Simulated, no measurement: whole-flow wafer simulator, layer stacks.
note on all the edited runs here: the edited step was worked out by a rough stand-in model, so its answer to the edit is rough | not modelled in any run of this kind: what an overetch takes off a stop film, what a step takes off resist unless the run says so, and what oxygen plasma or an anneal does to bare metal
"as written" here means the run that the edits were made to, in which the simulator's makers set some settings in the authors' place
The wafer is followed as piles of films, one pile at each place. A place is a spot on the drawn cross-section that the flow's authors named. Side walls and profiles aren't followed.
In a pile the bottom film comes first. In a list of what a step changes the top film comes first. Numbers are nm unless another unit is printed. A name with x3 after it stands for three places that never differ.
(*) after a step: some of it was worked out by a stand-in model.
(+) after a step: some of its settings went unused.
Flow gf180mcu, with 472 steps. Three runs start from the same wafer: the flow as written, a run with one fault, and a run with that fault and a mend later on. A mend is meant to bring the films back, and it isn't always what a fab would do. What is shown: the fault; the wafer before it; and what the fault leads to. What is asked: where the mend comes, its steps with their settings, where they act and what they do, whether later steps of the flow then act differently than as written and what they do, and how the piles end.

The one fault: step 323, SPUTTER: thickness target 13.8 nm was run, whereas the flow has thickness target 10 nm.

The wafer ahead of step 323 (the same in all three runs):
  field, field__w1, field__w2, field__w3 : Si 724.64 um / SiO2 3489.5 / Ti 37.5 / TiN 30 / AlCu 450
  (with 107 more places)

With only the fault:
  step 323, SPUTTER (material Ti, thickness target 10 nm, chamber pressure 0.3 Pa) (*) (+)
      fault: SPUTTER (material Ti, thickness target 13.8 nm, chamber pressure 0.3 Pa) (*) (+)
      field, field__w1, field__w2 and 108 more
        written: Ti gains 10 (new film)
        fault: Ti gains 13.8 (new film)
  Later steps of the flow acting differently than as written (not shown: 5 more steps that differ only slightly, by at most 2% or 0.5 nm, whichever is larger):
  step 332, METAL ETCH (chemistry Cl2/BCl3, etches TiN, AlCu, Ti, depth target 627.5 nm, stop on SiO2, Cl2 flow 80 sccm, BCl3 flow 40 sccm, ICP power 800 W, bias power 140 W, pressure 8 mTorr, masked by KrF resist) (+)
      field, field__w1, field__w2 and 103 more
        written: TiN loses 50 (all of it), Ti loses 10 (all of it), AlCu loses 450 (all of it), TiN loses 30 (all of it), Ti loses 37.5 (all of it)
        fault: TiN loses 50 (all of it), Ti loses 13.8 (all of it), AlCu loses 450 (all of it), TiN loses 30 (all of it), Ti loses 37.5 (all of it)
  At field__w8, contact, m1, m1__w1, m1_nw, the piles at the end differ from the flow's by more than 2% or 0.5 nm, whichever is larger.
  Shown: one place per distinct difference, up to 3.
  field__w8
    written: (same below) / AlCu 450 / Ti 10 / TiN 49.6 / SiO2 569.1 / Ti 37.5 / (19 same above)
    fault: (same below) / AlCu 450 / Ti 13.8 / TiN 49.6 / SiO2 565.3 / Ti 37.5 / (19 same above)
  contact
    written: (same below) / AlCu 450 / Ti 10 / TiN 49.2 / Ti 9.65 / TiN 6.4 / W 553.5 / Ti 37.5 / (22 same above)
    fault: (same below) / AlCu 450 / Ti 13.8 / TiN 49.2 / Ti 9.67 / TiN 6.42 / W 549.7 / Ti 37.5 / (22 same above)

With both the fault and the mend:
  The mend follows step 323.
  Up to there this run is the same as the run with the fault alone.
  step 323a, METAL ETCH (chemistry Cl2/BCl3, etches TiN, AlCu, Ti, depth target 3.8 nm, Cl2 flow 80 sccm, BCl3 flow 40 sccm, ICP power 800 W, bias power 140 W, pressure 8 mTorr) (the flow's step 260 again, with other settings)
      field, field__w1, field__w2 and 108 more
        Ti loses 3.8
  None of the later steps of the flow acts differently than as written at any place that is followed.
  By the end, the piles equal the flow's at every place that both follow.
